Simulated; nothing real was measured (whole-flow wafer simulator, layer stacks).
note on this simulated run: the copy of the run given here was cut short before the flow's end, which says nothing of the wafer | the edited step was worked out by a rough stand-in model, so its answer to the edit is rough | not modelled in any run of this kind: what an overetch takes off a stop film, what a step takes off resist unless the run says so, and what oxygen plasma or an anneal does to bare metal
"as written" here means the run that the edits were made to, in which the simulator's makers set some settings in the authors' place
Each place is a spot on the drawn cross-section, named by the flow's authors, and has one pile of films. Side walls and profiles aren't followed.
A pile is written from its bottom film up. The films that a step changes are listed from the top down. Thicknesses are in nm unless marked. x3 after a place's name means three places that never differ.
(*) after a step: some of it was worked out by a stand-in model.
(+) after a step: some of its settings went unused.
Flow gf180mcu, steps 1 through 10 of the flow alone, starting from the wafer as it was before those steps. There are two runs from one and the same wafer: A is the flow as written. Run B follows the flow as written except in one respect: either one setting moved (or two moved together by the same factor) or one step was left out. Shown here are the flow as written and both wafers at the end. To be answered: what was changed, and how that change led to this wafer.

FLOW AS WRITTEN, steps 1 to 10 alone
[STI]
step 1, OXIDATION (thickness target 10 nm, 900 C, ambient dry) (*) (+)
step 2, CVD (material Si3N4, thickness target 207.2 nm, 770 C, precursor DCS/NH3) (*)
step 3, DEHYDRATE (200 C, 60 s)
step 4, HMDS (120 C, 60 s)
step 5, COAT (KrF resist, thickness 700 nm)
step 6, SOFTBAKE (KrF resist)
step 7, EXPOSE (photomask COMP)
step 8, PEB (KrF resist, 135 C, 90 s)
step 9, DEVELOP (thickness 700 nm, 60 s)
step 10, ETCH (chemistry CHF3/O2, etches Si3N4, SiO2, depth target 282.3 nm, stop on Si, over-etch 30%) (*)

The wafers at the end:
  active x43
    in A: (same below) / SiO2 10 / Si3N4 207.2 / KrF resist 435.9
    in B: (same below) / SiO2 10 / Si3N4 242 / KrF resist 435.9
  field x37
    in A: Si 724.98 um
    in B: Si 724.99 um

What caused this: step 2, CVD: thickness target 242 nm was run, whereas the flow has thickness target 207.2 nm.
One can read it off the wafer: active x43 has Si3N4 242, and step 2 as written asks for 207.2 nm.

Step by step, how the change led to this:
  step 2, CVD (material Si3N4, thickness target 207.2 nm, 770 C, precursor DCS/NH3) (*)
      field x37, active x43: A +207.2 Si3N4 (new film) | B +242 Si3N4 (new film)
  step 10, ETCH (chemistry CHF3/O2, etches Si3N4, SiO2, depth target 282.3 nm, stop on Si, over-etch 30%) (*)
      field x37: A -207.2 Si3N4 (all of it), -10 SiO2 (all of it), -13 Si | B -242 Si3N4 (all of it), -10 SiO2 (all of it), -6.06 Si
